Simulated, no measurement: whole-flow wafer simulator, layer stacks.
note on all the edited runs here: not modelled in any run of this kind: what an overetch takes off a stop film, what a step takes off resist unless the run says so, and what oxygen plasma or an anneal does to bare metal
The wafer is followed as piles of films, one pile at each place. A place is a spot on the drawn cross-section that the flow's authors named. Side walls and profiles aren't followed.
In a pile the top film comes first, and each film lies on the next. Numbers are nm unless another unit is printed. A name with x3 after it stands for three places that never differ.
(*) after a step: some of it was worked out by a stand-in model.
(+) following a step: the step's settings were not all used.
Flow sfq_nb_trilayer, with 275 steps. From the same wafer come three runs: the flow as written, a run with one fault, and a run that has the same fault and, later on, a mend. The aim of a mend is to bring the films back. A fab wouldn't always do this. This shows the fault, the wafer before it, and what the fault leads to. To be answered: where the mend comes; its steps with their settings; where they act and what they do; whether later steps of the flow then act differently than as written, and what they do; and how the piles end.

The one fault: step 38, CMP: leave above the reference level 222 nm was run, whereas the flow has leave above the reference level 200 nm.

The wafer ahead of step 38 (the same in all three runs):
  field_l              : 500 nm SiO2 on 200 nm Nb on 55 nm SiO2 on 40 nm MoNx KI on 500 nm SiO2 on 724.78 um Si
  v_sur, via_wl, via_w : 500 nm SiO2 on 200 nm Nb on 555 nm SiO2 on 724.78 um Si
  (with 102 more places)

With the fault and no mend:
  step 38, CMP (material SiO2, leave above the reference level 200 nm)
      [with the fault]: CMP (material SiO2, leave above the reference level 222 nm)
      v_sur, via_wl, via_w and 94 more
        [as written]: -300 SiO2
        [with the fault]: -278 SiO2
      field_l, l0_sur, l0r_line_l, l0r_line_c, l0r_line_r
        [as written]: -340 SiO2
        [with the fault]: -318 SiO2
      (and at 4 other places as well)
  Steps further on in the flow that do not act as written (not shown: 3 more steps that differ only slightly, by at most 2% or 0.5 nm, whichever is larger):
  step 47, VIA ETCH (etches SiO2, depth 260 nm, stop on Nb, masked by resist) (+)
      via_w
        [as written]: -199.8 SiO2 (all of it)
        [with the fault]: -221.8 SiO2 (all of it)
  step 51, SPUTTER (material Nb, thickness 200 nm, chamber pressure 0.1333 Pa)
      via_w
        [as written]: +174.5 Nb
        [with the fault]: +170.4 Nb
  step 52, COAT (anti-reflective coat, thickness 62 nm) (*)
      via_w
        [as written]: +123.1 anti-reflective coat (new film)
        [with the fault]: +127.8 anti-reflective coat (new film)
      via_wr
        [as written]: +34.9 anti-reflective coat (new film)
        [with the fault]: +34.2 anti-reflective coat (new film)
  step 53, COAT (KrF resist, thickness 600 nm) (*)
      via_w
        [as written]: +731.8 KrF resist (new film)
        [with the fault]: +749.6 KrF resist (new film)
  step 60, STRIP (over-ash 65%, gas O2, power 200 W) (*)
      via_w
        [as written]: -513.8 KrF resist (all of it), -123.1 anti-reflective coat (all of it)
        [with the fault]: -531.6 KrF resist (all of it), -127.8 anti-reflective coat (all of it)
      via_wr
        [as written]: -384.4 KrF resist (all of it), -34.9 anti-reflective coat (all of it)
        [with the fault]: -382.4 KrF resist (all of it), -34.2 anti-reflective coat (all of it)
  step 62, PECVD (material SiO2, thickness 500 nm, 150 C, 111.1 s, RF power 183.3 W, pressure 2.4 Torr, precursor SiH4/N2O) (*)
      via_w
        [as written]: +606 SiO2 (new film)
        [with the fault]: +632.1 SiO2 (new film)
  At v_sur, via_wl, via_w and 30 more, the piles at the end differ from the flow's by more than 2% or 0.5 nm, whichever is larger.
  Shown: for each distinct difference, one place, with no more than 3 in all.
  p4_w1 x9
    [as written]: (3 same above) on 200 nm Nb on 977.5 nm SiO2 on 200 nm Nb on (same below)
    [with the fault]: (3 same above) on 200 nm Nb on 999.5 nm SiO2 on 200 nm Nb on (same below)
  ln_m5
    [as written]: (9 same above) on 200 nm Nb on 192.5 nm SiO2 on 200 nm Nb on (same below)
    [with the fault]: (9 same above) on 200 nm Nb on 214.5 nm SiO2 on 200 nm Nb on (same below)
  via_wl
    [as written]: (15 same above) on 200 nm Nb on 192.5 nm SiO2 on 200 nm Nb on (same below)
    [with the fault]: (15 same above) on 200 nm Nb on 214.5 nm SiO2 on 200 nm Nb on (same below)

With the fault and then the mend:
  The mend stands after step 45.
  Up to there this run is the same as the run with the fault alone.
  step 45a, STRIP (over-ash 65%, gas O2, power 200 W) (*)
      field_l, v_sur, via_wl and 102 more
        -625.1 KrF resist (all of it), -62 anti-reflective coat (all of it)
      via_w
        -62 anti-reflective coat (all of it)
  step 45b, CMP (material SiO2, leave above the reference level 200 nm) (the flow's step 38 again)
      field_l, v_sur, via_wl and 103 more
        -22 SiO2
  step 45c, COAT (anti-reflective coat, thickness 62 nm) (the flow's step 40 again)
      field_l, v_sur, via_wl and 103 more
        +62 anti-reflective coat (new film)
  step 45d, COAT (KrF resist, thickness 650 nm) (the flow's step 41 again)
      field_l, v_sur, via_wl and 103 more
        +650 KrF resist (new film)
  step 45e, SOFTBAKE (KrF resist) (the flow's step 42 again)
      does not change any film at any place that is followed
  step 45f, EXPOSE (photomask I0, dose 11.91 mJ/cm2, NA 0.6, wavelength 248 nm) (*) (the flow's step 43 again)
      does not change any film at any place that is followed
  step 45g, PEB (KrF resist, 90 s) (the flow's step 44 again)
      field_l, v_sur, via_wl and 103 more
        -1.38 KrF resist
  step 45h, DEVELOP (KrF resist, thickness 650 nm, 60 s) (the flow's step 45 again)
      field_l, v_sur, via_wl and 102 more
        -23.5 KrF resist
      via_w
        -648.6 KrF resist (all of it)
  Later steps of the flow that are run all act as written at every place that is followed.
  By the end, the piles equal the flow's at every place that both follow.
